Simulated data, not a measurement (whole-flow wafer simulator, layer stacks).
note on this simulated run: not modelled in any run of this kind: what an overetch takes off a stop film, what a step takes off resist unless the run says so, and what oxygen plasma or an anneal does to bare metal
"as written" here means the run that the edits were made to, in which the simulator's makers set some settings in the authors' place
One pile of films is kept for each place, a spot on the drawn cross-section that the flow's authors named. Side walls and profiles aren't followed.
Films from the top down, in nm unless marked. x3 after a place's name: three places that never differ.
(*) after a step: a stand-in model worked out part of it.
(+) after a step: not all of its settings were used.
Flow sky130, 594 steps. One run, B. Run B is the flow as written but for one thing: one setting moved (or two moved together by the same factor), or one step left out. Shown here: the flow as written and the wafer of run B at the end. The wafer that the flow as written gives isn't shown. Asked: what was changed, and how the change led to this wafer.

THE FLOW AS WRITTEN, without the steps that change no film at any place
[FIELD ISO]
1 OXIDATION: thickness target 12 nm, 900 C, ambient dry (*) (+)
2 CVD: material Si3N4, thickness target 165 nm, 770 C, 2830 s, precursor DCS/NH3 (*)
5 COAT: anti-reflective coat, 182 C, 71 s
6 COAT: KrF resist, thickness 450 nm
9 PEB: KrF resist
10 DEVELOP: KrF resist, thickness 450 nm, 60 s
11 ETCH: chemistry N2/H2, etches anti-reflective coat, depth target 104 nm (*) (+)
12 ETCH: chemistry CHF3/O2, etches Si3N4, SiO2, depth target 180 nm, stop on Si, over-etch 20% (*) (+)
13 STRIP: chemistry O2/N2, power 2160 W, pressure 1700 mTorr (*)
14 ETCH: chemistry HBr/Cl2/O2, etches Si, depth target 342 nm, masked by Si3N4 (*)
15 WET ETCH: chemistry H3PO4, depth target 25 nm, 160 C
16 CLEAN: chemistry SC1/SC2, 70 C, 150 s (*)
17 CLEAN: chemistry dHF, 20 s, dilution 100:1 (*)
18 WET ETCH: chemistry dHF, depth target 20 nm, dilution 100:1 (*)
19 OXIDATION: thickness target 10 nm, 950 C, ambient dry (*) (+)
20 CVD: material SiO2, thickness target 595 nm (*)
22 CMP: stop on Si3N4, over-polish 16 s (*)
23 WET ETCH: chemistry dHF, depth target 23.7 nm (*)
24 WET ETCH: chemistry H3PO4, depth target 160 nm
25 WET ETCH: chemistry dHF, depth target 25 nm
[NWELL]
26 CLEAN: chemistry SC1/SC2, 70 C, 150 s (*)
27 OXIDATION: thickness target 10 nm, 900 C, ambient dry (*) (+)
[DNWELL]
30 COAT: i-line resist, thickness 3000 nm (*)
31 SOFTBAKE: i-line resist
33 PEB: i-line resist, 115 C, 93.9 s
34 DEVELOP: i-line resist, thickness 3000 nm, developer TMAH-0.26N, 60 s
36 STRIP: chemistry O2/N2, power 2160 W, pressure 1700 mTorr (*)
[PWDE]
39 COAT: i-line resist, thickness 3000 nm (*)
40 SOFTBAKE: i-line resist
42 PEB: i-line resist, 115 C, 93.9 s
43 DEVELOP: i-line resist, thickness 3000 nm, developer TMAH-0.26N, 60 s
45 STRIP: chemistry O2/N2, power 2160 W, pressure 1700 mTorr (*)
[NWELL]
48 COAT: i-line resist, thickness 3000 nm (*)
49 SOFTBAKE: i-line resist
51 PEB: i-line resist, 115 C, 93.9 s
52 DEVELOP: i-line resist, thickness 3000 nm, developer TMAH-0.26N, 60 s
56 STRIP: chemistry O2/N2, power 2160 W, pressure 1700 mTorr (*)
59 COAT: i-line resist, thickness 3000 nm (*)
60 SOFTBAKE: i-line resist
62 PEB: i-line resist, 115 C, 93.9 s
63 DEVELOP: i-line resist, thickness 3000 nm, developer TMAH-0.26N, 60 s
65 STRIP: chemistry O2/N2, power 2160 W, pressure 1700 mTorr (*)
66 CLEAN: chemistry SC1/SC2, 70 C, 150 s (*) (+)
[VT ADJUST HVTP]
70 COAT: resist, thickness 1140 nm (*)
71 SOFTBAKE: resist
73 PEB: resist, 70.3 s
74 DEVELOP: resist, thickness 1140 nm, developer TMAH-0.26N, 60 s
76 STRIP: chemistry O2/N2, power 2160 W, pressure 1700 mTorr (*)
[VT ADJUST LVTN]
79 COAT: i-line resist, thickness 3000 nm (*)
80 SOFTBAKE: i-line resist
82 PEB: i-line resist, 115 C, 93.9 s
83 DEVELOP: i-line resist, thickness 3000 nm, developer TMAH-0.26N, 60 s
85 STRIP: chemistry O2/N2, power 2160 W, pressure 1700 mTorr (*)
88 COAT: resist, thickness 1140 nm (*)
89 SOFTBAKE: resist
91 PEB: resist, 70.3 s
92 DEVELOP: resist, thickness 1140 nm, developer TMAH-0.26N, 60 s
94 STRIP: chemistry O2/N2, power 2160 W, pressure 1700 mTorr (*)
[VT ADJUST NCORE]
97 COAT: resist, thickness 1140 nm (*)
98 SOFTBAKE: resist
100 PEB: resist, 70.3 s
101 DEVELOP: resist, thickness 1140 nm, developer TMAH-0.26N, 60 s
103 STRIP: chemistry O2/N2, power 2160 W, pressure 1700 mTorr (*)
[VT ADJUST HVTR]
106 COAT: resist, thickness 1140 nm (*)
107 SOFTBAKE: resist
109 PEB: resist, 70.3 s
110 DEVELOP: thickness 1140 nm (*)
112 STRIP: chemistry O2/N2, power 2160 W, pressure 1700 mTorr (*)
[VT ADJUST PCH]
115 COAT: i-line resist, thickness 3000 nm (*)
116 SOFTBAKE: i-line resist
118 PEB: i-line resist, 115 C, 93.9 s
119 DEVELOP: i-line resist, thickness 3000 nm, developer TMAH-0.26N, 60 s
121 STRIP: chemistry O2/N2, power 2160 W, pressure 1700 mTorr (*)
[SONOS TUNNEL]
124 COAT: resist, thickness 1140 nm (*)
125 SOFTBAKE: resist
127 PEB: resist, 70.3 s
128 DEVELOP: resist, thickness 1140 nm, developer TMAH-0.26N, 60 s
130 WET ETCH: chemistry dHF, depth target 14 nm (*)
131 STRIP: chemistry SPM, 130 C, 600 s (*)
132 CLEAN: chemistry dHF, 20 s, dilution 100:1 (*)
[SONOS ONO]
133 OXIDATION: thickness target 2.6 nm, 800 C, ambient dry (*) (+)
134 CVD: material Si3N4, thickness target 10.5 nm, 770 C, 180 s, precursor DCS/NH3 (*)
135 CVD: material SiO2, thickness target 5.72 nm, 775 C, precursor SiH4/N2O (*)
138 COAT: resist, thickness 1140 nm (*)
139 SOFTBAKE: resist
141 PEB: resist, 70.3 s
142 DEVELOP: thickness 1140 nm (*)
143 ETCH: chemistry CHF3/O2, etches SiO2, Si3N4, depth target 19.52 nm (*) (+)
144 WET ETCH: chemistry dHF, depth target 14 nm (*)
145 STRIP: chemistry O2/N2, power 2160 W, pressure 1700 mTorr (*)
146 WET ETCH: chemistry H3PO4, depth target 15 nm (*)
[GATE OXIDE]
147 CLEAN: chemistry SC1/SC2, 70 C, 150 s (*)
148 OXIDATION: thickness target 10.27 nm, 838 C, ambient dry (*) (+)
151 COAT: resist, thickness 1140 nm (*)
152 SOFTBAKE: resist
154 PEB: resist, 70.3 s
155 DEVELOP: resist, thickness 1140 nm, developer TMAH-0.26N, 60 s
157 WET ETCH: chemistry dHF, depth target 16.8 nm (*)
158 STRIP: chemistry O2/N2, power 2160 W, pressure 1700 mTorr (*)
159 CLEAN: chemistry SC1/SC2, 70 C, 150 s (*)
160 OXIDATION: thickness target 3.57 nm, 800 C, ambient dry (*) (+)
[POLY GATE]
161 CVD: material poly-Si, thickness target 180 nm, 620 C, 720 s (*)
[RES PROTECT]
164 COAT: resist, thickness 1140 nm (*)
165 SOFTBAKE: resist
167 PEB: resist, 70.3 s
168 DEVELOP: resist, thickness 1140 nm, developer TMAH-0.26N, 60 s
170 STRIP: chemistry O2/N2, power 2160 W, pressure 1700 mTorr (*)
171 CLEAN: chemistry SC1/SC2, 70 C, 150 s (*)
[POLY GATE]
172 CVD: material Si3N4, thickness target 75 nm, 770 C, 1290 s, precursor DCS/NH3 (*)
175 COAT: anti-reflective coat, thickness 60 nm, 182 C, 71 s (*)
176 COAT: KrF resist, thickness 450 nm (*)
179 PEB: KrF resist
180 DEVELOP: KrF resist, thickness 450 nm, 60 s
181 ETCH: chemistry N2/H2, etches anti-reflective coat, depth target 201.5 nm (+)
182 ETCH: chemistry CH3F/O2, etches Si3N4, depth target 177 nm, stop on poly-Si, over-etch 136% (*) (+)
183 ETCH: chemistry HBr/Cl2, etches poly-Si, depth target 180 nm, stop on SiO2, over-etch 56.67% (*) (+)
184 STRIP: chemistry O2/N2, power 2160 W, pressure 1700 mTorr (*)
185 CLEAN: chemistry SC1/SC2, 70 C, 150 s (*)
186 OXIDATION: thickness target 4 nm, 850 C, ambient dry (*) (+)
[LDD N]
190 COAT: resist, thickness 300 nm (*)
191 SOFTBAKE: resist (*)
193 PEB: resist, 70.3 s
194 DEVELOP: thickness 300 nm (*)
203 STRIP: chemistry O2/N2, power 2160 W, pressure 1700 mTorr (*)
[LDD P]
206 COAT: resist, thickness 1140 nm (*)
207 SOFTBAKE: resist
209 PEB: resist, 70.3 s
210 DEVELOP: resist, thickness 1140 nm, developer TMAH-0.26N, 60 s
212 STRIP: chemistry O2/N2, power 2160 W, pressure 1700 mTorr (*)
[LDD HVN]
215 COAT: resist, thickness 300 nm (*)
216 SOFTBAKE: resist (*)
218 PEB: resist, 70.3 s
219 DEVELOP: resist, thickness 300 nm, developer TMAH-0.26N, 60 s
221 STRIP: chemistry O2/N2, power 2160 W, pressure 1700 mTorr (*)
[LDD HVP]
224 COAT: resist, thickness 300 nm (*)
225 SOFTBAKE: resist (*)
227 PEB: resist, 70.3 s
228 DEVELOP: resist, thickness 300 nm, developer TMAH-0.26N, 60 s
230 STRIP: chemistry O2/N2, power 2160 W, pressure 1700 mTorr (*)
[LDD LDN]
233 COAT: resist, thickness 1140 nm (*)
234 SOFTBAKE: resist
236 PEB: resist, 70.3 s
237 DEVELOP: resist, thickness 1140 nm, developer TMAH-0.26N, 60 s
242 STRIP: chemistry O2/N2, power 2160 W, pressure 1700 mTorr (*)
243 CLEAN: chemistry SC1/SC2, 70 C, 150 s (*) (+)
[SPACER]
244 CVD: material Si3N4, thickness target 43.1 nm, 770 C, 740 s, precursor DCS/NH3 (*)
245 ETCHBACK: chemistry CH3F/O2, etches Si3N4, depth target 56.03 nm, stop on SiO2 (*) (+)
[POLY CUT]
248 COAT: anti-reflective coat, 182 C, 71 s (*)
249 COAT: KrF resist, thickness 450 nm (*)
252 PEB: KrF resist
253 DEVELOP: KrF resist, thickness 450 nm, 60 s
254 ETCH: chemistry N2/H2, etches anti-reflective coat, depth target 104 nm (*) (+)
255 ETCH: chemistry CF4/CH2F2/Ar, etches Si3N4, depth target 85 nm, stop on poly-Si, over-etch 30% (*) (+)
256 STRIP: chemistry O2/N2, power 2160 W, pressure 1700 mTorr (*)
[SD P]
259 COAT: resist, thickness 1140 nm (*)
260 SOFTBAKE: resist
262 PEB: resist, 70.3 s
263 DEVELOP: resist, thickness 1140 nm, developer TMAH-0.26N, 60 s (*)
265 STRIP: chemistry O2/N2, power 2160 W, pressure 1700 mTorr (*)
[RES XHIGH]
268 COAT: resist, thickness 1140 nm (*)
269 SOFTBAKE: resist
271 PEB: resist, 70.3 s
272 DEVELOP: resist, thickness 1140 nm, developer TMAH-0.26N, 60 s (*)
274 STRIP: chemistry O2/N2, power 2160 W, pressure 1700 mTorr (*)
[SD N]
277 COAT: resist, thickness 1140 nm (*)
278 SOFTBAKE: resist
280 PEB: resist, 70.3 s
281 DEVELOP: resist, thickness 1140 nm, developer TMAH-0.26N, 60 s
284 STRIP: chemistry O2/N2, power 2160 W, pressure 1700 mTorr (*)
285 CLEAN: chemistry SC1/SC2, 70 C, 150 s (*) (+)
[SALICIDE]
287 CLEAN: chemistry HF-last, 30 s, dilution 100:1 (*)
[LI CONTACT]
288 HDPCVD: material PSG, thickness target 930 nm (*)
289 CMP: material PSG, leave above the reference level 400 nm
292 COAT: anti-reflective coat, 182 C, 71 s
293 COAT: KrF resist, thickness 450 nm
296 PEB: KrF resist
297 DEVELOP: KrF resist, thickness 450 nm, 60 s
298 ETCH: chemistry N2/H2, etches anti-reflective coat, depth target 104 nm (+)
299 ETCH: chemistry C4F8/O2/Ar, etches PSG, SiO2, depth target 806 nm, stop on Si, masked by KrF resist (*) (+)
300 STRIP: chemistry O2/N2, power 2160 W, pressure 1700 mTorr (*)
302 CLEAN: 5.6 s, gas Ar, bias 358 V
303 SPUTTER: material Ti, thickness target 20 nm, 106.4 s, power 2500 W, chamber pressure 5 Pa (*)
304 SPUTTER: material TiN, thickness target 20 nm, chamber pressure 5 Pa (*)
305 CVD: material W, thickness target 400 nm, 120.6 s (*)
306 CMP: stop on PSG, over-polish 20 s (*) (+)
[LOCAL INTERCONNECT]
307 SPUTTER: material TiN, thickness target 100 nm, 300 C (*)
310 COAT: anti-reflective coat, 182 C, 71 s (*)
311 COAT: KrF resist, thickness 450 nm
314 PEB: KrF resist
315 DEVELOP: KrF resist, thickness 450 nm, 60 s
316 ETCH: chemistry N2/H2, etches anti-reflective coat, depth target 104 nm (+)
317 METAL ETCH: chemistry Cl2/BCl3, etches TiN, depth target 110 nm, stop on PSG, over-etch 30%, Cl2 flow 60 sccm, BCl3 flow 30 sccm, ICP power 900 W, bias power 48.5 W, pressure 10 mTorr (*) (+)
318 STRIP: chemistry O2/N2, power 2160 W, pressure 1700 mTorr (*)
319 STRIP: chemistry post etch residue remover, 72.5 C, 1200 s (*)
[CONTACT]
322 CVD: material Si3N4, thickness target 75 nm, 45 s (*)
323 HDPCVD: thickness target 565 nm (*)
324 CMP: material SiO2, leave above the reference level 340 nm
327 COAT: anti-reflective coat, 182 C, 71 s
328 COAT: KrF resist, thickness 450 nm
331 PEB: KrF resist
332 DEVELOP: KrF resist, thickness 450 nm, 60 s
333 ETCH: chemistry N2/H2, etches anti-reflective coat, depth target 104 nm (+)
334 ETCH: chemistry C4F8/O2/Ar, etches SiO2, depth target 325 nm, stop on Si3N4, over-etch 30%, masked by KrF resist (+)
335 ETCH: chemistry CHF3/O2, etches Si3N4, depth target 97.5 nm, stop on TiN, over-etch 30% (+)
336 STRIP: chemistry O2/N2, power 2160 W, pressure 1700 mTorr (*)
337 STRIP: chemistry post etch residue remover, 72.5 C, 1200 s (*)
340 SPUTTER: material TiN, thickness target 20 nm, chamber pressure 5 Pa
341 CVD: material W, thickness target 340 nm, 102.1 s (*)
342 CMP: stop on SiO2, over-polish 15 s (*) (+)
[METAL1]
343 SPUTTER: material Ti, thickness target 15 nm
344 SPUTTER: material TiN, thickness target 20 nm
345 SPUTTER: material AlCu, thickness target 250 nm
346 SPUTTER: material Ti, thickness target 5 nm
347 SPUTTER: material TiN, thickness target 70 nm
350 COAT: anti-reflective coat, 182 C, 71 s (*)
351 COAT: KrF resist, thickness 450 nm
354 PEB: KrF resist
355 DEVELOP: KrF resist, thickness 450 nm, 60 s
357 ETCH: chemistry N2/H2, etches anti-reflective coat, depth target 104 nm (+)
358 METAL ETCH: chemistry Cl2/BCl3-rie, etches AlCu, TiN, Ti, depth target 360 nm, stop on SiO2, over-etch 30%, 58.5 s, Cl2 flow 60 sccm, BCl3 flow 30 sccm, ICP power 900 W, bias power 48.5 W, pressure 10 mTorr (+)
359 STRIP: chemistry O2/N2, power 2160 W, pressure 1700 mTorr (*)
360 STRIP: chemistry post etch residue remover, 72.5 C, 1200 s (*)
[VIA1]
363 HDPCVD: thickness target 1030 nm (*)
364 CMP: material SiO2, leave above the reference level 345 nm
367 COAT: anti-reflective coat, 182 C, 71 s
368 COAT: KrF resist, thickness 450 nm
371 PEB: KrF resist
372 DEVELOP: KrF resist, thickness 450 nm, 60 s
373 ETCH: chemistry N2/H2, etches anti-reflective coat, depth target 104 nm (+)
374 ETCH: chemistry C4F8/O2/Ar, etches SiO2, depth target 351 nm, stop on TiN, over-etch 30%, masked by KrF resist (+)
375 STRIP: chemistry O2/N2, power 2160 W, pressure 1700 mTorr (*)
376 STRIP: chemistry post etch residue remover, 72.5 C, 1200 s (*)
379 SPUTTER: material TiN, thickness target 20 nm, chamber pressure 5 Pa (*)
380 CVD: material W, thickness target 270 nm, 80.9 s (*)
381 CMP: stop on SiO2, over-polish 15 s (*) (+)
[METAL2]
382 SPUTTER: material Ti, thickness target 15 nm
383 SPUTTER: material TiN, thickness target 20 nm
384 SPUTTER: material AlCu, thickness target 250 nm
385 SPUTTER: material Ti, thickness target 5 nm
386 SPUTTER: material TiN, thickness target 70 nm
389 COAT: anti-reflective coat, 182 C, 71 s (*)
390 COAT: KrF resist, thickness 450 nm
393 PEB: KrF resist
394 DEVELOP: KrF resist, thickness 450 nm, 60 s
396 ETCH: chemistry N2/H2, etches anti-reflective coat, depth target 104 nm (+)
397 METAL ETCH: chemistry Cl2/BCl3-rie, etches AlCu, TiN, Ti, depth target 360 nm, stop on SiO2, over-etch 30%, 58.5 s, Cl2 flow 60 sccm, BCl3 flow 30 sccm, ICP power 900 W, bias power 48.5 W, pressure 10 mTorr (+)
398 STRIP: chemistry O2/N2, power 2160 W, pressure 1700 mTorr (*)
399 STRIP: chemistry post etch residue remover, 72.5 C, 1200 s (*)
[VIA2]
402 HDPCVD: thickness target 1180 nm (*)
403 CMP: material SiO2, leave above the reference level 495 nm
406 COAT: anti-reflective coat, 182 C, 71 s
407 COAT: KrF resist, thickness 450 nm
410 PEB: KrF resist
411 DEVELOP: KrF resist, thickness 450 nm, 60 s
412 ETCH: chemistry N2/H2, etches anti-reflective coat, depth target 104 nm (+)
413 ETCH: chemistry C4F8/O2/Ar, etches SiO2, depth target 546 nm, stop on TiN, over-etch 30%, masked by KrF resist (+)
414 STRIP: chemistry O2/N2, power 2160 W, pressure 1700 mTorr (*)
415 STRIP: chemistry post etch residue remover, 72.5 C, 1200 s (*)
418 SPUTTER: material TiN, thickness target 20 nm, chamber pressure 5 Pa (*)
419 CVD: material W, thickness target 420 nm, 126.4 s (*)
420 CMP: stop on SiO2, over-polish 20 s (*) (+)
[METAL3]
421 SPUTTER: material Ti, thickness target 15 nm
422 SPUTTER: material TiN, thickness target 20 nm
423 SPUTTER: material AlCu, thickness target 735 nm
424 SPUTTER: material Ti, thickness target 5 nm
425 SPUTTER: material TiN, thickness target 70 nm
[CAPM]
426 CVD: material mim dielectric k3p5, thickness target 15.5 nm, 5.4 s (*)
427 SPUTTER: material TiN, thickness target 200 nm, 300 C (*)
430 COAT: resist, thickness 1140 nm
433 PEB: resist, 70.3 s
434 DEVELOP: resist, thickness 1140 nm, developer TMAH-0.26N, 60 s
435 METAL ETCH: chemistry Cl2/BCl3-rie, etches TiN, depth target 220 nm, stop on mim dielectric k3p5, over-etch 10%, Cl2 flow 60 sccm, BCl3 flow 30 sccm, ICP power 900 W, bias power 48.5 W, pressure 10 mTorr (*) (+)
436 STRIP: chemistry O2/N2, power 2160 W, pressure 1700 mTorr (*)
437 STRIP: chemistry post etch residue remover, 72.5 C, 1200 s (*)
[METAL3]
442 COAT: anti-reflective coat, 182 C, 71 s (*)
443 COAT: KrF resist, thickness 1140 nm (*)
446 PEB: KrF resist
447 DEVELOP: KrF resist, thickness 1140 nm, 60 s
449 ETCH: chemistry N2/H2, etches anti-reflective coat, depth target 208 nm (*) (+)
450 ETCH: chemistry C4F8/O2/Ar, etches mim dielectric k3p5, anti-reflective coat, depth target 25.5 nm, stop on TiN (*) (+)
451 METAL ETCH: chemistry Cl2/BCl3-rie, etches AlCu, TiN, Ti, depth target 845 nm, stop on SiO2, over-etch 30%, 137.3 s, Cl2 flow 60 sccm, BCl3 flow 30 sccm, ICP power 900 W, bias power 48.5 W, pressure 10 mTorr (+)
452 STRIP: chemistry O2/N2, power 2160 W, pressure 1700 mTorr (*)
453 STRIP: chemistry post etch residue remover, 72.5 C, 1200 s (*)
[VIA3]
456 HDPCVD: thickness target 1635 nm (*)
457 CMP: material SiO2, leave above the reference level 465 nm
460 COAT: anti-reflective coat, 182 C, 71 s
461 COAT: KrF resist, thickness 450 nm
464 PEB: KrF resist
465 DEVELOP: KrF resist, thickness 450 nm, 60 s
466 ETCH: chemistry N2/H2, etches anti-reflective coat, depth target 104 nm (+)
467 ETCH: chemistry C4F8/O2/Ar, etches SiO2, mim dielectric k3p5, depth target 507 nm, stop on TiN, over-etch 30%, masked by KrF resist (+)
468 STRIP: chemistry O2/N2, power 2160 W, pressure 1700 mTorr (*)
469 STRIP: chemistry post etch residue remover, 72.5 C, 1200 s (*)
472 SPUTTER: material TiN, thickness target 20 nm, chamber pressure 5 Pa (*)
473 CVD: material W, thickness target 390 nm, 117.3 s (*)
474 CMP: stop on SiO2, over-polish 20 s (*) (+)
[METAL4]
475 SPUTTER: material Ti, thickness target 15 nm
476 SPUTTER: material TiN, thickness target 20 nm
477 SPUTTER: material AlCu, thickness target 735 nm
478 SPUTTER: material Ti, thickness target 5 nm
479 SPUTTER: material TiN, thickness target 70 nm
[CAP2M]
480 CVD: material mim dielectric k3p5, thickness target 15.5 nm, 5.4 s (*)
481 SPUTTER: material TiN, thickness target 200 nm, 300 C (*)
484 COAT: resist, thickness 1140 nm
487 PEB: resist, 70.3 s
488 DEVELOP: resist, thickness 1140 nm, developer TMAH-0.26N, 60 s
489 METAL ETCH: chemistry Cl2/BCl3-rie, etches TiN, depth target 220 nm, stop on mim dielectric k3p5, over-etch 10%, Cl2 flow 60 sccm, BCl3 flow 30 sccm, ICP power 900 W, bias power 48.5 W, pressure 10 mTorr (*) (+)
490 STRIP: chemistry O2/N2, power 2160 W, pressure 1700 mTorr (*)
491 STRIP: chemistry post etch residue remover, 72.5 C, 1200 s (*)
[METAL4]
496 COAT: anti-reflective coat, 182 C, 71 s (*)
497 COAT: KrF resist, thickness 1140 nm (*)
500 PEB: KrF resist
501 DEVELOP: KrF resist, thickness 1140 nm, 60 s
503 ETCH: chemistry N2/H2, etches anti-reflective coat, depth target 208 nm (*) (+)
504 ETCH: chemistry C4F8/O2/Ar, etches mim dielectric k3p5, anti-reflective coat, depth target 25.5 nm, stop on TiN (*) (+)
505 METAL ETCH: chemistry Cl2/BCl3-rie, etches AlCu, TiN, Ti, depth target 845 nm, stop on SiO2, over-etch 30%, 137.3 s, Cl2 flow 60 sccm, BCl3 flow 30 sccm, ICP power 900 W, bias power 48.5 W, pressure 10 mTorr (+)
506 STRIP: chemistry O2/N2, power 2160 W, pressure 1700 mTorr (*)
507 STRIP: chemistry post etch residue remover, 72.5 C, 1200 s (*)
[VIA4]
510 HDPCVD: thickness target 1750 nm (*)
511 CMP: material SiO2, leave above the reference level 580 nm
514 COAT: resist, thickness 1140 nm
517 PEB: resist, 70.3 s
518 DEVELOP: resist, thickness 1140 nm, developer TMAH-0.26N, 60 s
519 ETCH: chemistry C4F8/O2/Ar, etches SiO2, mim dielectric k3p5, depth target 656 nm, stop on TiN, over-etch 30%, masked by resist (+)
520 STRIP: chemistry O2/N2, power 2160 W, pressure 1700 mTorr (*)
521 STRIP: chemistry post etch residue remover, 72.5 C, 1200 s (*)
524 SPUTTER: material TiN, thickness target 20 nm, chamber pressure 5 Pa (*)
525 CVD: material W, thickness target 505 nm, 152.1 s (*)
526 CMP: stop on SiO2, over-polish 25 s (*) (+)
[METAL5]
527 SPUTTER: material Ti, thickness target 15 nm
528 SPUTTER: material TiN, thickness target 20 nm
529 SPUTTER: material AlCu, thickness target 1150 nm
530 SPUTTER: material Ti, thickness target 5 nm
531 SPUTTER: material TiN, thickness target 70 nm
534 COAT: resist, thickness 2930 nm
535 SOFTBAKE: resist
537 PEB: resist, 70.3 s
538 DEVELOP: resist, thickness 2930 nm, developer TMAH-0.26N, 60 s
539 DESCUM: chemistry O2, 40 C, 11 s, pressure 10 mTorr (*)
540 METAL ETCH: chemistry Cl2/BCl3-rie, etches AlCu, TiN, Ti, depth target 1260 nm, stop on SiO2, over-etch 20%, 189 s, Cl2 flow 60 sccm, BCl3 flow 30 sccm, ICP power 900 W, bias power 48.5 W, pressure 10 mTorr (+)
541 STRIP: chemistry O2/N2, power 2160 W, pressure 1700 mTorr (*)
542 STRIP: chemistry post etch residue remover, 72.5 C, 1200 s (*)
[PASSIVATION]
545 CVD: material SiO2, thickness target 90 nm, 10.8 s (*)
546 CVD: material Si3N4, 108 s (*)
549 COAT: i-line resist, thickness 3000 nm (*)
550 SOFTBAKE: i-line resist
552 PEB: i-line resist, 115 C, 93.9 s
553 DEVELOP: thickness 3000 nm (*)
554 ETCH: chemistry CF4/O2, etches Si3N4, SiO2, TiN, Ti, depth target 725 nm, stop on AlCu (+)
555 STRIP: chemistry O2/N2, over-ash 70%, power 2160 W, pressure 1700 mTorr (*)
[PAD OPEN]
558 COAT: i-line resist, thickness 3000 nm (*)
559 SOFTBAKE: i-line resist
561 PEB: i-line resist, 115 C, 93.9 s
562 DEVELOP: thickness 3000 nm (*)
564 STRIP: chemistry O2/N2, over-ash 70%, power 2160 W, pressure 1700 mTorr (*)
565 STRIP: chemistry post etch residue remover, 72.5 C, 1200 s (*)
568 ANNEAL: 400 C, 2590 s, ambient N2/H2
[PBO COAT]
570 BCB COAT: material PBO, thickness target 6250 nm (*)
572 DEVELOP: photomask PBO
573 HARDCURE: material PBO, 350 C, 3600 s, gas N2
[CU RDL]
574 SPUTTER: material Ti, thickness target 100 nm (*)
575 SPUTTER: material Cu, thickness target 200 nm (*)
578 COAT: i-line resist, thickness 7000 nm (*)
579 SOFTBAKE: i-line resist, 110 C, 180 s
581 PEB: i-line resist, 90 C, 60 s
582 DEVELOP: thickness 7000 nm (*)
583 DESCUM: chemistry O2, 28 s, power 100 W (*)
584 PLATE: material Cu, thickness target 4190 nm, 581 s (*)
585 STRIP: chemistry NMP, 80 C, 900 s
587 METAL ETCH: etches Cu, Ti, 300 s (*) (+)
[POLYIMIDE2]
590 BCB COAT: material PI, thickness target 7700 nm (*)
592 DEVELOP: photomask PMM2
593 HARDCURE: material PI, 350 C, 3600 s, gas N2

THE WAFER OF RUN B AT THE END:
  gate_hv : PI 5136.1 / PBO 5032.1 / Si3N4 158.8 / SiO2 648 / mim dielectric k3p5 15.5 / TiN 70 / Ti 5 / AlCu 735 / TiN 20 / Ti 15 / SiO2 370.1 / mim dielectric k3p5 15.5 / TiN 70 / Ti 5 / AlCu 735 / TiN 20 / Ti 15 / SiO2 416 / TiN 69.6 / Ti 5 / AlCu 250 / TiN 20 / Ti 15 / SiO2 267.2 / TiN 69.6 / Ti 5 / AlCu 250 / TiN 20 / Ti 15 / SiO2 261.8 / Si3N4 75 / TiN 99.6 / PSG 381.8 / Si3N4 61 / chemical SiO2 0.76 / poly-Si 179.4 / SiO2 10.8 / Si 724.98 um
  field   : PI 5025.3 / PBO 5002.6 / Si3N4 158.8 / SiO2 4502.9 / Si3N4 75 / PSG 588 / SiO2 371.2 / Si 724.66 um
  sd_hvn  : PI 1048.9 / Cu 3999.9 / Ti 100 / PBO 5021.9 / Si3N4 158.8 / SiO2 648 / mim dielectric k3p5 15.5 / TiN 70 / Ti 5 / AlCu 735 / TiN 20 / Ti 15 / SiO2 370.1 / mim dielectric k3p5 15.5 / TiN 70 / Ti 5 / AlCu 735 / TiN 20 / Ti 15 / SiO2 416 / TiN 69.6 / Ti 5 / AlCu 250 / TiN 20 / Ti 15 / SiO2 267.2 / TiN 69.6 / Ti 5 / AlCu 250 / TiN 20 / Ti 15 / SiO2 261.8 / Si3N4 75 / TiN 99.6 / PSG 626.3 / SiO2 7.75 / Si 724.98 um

The cause: step 511, CMP: leave above the reference level 644 nm was run, where the flow has leave above the reference level 580 nm.

How the change led to this, step by step:
  511 CMP: material SiO2, leave above the reference level 580 nm
      n_well, p_well, gate_hv and 99 more: SiO2 -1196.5 (as written it would be: SiO2 -1260.5)
      field, active, gate and 77 more: SiO2 -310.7 (as written it would be: SiO2 -374.7)
      (and at 11 more places)
  519 ETCH: chemistry C4F8/O2/Ar, etches SiO2, mim dielectric k3p5, depth target 656 nm, stop on TiN, over-etch 30%, masked by resist (+)
      m1: SiO2 -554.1 (all of it), mim dielectric k3p5 -15.5 (all of it) (as written it would be: SiO2 -490.1 (all of it), mim dielectric k3p5 -15.5 (all of it))
      via4_hole: SiO2 -553.5 (all of it), mim dielectric k3p5 -15.5 (all of it) (as written it would be: SiO2 -489.5 (all of it), mim dielectric k3p5 -15.5 (all of it))
  525 CVD: material W, thickness target 505 nm, 152.1 s (*)
      m1: W +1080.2 (new film) (as written it would be: W +1015.8 (new film))
      via4_hole: W +1079.6 (new film) (as written it would be: W +1015.2 (new film))
